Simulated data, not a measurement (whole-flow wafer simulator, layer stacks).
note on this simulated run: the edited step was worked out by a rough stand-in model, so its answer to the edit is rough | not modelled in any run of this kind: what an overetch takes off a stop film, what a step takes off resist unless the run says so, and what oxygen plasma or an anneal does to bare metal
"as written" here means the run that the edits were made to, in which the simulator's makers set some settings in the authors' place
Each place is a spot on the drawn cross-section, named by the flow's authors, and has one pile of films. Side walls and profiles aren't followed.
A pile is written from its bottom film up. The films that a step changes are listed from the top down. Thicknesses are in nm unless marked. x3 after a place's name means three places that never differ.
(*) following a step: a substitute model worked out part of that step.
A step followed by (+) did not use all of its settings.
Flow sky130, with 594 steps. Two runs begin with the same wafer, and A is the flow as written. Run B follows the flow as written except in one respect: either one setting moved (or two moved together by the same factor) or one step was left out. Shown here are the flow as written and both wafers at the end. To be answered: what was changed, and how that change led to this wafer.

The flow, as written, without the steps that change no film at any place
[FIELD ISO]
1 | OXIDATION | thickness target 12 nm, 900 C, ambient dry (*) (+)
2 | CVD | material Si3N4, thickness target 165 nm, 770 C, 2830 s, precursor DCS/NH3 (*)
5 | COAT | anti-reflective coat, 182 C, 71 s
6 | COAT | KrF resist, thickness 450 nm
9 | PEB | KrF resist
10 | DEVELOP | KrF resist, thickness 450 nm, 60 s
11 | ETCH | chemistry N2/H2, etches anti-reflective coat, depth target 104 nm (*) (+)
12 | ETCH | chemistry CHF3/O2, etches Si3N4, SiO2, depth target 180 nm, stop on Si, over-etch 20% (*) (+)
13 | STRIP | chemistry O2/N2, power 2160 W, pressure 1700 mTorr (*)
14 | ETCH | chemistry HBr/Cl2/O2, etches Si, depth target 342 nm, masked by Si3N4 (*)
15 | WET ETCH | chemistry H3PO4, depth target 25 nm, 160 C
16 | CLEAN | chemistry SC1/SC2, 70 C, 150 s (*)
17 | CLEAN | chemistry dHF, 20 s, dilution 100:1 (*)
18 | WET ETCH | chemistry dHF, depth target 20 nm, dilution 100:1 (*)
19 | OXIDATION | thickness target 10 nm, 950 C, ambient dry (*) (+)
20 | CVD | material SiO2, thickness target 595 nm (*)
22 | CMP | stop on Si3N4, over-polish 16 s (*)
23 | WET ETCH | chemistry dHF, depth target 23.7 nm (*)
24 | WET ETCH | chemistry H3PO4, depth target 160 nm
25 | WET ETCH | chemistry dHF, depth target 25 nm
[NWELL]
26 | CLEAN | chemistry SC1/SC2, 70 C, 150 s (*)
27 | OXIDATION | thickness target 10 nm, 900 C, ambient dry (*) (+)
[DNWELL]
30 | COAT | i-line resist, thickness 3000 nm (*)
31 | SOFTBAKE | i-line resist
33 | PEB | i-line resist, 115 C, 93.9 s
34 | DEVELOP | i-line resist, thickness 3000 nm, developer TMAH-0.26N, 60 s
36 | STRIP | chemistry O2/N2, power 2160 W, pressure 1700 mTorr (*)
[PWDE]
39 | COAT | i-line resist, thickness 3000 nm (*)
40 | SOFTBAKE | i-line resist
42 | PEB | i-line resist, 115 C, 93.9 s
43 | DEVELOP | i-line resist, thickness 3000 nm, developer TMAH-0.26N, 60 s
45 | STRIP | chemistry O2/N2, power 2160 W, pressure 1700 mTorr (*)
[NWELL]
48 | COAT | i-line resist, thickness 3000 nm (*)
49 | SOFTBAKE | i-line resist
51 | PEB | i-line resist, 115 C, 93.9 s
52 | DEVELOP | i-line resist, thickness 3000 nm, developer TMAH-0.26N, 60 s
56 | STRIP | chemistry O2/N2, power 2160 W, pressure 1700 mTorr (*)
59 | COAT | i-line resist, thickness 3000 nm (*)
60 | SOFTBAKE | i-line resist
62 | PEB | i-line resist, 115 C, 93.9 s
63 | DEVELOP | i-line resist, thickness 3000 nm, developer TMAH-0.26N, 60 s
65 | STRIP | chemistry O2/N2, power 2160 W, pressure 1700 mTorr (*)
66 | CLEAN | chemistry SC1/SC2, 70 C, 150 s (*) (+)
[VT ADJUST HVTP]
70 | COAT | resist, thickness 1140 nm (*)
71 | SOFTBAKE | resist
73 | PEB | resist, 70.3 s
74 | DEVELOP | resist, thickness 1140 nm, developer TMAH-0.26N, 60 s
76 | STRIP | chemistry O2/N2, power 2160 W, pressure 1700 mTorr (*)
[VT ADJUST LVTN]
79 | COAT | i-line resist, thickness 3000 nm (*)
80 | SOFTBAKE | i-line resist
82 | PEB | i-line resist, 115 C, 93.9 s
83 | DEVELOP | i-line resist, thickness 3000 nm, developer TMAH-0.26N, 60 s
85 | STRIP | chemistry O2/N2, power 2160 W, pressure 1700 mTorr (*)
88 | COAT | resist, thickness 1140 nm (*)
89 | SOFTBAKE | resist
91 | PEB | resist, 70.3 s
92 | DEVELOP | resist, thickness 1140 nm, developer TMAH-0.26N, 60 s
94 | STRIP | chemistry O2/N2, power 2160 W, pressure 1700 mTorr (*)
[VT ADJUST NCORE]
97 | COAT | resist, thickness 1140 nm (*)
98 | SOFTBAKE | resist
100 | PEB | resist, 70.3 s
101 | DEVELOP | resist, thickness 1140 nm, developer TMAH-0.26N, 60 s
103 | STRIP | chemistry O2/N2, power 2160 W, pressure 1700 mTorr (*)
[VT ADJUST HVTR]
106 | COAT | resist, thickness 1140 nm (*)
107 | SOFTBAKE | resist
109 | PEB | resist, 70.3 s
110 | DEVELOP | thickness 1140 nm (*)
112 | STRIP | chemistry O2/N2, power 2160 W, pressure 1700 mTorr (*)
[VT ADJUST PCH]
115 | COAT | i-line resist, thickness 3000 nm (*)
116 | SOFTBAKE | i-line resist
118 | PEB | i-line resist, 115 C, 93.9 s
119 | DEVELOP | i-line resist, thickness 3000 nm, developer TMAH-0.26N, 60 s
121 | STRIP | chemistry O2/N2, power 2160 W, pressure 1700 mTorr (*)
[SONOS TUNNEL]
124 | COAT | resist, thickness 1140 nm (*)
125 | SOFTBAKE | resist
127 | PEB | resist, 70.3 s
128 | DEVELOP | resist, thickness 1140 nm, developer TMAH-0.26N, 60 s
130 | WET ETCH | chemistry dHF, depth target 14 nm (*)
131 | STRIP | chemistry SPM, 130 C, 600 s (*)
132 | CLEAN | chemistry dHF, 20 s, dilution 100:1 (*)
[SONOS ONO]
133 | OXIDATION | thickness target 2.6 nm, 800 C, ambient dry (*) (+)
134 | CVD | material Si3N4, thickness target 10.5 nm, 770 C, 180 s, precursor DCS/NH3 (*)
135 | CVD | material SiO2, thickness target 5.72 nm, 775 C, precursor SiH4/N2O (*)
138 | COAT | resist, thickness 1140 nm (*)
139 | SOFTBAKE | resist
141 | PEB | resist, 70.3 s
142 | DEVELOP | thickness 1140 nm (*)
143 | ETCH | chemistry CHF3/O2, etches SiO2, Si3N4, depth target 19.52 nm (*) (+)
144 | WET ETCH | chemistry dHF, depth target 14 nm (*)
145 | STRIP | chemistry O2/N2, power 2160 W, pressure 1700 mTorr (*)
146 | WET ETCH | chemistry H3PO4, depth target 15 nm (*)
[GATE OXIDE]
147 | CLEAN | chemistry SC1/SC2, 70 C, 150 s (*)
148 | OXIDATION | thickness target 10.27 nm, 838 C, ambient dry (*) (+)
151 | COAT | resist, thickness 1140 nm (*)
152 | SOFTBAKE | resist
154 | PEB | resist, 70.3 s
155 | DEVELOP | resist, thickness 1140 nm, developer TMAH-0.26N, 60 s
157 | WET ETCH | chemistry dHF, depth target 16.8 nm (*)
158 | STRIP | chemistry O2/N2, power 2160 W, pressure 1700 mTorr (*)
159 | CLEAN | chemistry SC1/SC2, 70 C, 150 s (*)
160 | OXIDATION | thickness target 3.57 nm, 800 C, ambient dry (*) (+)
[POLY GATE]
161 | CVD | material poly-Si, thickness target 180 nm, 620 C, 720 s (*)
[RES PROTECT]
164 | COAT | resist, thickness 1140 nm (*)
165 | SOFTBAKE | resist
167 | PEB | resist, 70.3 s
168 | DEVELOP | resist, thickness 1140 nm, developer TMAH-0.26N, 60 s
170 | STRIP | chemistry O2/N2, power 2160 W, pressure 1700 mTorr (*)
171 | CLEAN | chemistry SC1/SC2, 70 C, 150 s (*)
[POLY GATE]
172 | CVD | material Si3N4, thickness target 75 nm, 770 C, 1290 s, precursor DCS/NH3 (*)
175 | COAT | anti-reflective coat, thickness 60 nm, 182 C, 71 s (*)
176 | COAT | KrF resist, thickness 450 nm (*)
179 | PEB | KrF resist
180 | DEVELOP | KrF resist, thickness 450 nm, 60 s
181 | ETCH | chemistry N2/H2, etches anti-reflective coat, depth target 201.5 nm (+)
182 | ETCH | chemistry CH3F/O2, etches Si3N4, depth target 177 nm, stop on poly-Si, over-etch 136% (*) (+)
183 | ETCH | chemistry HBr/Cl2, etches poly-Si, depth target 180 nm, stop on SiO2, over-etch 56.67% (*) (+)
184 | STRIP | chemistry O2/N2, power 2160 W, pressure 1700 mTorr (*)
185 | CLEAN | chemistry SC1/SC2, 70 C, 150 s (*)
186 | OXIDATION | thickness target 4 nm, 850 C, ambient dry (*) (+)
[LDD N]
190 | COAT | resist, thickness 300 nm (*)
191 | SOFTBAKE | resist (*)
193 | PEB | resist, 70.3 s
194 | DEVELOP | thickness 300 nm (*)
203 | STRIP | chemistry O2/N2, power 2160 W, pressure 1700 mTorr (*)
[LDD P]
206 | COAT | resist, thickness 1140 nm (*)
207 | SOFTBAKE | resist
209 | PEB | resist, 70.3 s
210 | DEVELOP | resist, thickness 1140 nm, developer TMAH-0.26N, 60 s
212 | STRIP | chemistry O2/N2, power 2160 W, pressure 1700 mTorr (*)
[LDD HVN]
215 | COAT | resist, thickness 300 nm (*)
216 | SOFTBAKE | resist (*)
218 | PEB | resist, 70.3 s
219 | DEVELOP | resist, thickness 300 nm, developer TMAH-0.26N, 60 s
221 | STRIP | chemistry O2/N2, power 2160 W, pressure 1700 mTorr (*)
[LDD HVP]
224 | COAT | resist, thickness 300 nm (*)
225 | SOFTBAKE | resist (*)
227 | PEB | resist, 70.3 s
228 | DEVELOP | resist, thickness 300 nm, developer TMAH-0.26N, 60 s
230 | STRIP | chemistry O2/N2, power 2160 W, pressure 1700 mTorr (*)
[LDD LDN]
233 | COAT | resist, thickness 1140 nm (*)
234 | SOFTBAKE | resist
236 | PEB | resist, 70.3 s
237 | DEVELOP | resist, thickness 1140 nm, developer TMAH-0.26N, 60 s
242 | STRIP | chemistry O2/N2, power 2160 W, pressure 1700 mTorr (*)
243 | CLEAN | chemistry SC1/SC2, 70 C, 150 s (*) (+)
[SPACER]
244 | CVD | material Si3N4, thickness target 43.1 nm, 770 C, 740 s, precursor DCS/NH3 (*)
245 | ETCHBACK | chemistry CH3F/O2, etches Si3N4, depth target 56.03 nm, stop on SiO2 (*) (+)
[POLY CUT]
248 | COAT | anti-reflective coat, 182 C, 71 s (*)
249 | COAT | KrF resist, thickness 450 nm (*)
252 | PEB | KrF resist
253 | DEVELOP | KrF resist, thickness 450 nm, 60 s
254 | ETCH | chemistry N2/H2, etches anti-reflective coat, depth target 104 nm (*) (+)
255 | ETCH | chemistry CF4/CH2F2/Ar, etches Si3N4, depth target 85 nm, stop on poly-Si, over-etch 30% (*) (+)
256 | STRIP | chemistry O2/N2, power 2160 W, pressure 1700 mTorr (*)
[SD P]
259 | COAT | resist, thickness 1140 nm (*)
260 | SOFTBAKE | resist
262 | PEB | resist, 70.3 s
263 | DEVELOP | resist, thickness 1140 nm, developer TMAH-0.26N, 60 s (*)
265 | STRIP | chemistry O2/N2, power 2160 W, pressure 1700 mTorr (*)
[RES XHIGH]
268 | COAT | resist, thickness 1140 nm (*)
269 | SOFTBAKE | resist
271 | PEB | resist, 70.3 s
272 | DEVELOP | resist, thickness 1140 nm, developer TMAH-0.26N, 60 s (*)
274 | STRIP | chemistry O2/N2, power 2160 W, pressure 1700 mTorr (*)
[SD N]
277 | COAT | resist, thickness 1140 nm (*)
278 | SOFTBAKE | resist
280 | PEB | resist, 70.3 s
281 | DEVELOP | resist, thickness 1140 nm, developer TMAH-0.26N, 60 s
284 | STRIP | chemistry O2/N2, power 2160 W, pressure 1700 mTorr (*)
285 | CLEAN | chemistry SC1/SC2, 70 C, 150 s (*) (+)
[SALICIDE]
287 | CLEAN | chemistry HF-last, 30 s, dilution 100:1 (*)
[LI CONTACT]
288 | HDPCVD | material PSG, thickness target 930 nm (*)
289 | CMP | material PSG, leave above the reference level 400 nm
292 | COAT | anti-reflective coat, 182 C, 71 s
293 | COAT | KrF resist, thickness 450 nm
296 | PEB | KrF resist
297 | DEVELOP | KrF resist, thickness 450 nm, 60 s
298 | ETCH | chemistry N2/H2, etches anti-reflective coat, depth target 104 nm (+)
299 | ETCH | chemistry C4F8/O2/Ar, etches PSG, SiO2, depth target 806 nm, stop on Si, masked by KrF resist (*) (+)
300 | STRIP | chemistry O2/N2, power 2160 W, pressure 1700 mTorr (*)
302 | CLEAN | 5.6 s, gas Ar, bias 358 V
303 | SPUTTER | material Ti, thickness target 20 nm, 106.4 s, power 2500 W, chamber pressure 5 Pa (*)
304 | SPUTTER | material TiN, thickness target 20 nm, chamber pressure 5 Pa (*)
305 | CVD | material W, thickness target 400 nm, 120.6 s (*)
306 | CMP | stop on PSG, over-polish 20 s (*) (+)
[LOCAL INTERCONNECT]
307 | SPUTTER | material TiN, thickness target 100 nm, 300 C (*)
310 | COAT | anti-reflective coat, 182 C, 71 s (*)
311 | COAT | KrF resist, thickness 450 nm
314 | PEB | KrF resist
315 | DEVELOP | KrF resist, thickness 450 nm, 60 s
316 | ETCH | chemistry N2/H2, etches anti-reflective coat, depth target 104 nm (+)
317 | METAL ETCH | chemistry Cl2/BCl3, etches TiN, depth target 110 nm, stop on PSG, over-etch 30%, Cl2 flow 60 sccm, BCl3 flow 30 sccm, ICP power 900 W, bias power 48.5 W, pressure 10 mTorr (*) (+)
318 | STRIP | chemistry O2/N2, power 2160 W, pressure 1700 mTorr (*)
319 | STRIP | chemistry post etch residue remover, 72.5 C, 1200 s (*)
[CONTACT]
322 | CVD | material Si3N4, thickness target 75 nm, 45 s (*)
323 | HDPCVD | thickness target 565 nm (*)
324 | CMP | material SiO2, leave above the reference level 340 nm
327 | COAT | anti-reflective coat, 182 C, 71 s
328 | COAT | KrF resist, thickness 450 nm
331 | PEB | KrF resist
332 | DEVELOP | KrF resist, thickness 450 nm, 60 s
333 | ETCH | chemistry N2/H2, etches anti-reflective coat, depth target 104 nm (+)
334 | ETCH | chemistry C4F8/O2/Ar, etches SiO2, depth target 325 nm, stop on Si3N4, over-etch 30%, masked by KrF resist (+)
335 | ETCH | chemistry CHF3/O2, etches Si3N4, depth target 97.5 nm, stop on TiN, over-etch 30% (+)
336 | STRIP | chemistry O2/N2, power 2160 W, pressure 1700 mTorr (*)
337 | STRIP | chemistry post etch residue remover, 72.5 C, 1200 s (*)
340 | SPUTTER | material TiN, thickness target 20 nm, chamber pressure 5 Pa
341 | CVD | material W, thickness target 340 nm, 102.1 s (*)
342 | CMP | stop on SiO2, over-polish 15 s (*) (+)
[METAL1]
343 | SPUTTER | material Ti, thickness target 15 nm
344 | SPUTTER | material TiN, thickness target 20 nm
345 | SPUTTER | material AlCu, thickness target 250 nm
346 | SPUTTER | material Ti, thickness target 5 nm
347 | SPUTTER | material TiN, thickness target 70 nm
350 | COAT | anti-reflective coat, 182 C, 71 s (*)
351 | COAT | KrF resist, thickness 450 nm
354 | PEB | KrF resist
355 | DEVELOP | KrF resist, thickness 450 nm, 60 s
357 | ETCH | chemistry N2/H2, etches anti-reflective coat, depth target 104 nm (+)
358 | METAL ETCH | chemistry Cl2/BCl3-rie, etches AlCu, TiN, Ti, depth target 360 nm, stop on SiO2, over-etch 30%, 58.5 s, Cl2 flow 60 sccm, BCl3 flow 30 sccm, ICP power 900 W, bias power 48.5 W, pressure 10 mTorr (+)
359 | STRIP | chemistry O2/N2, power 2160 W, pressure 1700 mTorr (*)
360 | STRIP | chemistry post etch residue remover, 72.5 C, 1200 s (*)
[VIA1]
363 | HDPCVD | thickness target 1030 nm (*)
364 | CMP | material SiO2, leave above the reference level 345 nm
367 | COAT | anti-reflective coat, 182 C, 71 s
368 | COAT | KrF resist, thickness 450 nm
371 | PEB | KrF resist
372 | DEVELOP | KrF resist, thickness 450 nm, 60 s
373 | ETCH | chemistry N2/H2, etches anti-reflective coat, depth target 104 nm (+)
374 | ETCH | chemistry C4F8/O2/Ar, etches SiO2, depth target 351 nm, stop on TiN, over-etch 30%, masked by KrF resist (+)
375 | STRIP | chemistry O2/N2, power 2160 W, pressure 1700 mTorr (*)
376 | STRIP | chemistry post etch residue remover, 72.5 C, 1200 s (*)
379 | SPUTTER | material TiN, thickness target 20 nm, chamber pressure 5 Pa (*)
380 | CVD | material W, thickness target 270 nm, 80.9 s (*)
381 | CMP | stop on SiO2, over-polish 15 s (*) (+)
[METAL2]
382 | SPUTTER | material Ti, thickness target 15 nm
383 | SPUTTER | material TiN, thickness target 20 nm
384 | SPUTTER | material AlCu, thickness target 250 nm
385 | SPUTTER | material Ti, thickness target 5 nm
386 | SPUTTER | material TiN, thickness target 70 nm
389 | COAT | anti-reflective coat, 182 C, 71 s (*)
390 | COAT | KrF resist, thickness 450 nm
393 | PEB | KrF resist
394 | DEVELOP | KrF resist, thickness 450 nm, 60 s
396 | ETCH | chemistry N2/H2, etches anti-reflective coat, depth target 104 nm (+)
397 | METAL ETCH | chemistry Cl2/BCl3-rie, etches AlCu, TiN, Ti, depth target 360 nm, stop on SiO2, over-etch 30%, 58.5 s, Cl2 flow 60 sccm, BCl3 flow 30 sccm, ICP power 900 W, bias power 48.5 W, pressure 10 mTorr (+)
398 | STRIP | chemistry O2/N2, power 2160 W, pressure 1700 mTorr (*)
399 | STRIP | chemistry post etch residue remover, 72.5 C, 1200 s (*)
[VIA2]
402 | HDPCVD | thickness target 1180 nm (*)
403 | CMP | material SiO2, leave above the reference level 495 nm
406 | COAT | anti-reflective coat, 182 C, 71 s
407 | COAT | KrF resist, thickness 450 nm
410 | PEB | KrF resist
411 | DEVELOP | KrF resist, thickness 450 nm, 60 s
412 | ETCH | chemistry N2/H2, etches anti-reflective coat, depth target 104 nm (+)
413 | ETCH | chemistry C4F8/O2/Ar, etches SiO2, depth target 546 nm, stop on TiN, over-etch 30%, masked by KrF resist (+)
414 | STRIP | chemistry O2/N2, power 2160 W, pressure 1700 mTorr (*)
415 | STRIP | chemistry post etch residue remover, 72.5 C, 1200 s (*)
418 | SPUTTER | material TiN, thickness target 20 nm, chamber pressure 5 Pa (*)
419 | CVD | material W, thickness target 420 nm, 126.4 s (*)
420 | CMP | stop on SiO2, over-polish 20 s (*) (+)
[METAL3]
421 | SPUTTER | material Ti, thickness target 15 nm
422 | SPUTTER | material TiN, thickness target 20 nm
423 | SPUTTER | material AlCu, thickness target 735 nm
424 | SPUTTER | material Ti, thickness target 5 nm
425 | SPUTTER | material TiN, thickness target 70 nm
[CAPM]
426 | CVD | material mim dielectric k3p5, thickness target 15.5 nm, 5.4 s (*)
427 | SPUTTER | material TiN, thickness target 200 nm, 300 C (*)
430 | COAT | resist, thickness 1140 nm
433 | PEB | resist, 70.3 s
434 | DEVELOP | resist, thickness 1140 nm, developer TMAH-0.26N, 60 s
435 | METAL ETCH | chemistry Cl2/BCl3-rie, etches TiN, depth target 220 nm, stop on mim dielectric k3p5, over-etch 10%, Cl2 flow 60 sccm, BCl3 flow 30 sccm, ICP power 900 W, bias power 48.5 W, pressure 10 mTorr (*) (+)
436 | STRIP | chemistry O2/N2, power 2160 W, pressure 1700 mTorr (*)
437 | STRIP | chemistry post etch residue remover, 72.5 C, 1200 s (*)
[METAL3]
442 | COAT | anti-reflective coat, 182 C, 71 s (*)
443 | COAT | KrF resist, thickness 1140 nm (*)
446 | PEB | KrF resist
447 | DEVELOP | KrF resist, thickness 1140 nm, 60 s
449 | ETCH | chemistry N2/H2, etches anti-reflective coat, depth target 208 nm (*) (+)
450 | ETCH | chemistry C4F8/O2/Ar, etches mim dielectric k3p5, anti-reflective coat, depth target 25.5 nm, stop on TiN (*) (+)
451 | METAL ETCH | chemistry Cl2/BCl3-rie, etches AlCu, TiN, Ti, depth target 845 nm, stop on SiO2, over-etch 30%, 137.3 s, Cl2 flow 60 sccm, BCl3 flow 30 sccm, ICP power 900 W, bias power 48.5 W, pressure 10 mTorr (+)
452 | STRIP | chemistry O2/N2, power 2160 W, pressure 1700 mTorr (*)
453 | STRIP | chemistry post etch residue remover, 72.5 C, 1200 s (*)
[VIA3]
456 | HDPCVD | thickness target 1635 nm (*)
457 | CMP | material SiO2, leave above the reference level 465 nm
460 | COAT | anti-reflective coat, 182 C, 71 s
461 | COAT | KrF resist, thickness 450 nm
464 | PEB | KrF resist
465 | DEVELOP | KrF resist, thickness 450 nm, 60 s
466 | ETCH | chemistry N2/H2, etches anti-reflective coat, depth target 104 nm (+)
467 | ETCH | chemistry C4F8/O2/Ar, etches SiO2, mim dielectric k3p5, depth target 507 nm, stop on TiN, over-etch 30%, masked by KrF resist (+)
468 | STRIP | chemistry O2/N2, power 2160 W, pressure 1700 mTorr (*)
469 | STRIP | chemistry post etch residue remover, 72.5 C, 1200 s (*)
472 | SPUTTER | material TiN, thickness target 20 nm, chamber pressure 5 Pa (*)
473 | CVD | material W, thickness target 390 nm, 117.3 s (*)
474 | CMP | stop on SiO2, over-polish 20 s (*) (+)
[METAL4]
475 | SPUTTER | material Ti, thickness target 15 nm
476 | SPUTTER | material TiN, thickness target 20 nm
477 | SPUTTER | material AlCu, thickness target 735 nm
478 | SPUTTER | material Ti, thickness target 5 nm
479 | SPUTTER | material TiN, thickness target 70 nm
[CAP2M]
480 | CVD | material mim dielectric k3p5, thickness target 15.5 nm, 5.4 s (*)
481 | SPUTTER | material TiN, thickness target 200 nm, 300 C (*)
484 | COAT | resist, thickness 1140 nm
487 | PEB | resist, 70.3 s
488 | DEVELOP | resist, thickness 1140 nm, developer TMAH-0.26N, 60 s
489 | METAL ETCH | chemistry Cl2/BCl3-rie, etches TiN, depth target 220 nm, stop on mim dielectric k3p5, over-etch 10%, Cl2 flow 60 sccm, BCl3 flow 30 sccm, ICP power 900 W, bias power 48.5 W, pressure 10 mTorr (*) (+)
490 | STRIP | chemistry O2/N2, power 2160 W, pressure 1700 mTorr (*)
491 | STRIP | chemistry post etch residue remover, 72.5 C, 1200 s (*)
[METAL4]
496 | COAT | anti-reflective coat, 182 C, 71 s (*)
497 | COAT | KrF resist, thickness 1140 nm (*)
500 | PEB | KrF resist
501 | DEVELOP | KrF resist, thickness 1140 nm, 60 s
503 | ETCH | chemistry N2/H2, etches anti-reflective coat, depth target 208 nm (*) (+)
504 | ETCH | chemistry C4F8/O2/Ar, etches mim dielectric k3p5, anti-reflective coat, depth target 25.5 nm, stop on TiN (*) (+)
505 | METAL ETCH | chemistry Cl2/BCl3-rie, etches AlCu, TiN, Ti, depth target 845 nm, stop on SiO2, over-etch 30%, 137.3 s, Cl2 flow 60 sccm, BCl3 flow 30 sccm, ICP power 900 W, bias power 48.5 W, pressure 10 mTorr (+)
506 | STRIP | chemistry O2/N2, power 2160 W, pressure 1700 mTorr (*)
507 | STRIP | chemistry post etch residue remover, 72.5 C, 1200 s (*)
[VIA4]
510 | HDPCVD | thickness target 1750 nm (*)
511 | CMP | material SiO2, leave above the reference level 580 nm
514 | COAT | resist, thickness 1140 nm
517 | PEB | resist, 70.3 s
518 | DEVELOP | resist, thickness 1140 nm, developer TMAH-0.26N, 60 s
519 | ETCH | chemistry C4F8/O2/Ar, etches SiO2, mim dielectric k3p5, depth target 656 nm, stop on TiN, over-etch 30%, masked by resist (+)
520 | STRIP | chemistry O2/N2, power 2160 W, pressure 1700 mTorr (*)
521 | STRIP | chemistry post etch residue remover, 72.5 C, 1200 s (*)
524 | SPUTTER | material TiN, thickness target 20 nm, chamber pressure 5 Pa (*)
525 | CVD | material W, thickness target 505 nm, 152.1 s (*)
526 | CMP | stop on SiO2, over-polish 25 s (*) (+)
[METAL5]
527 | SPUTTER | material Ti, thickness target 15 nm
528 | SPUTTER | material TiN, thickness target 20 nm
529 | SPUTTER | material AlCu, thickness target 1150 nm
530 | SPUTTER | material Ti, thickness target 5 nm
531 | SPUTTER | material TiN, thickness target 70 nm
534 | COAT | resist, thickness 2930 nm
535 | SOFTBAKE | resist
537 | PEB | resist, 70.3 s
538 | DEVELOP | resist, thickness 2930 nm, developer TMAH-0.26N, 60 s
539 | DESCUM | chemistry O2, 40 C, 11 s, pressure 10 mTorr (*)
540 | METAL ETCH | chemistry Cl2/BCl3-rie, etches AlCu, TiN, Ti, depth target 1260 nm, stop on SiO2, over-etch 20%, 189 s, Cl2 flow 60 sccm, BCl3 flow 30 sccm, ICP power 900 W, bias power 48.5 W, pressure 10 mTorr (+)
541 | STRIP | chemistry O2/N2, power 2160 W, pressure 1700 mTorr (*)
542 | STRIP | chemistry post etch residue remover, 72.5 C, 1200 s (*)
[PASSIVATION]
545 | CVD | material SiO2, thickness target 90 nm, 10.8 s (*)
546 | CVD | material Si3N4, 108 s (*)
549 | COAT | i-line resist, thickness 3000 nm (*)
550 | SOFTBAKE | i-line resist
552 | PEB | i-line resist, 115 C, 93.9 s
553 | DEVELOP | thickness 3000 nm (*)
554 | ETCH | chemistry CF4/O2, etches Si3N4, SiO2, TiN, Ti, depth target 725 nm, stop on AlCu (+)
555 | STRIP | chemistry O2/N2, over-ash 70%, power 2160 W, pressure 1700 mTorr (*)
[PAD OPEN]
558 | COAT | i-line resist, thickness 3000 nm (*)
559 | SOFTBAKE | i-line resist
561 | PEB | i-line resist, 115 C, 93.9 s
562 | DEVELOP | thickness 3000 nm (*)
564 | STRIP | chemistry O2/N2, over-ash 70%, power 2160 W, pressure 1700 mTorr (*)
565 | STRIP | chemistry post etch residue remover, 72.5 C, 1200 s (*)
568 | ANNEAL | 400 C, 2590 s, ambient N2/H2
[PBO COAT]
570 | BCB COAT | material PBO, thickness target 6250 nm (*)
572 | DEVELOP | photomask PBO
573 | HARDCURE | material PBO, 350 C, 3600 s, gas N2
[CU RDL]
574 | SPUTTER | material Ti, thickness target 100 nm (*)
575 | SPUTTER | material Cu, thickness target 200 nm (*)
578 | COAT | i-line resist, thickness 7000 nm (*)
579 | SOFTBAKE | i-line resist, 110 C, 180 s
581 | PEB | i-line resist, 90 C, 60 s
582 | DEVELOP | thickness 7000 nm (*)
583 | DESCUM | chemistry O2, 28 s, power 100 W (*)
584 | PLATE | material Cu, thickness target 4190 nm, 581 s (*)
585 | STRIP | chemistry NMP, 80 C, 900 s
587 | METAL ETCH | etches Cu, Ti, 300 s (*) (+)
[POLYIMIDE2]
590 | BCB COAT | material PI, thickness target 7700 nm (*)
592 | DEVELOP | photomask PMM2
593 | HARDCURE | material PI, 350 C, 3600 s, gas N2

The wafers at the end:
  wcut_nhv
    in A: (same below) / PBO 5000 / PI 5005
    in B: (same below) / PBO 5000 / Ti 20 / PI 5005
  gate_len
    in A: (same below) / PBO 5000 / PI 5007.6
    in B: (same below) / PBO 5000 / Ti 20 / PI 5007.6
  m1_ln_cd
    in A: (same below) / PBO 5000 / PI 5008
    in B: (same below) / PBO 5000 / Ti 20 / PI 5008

Cause: step 575, SPUTTER: thickness target 310 nm was run, though the flow has thickness target 200 nm.

Step by step, how the change led to this:
  575 | SPUTTER | material Cu, thickness target 200 nm (*)
      field, active, n_well and 190 more: A Cu gains 200 (new film) | B Cu gains 310 (new film)
  587 | METAL ETCH | etches Cu, Ti, 300 s (*) (+)
      field, active, gate and 167 more: A Cu loses 200 (all of it), Ti loses 100 (all of it) | B Cu loses 310 (all of it), Ti loses 80
  590 | BCB COAT | material PI, thickness target 7700 nm (*)
      n_well, p_well, sd_n, sd_p: A PI gains 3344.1 (new film) | B PI gains 3254.1 (new film)
      mim: A PI gains 3670.5 (new film) | B PI gains 3584.6 (new film)
      (also at 14 further places)
  593 | HARDCURE | material PI, 350 C, 3600 s, gas N2
      n_well, p_well, sd_n, sd_p: A PI loses 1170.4 | B PI loses 1138.9
If metal films that touch count as one body, wcut_nhv has 6 bodies (between them, from the top down: PBO 5000 / Si3N4 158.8 / SiO2 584 / mim dielectric k3p5 15.5; SiO2 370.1 / mim dielectric k3p5 15.5; SiO2 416; SiO2 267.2; SiO2 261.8 / Si3N4 75); the flow as written gives 5 bodies (between them, from the top down: SiO2 370.1 / mim dielectric k3p5 15.5; SiO2 416; SiO2 267.2; SiO2 261.8 / Si3N4 75).
If metal films that touch count as one body, gate_len has 1 body; the flow as written gives 0 bodies.
If metal films that touch count as one body, m1_ln_cd has 2 bodies (between them, from the top down: PBO 5000 / Si3N4 158.8 / SiO2 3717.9); the flow as written gives 1 body.
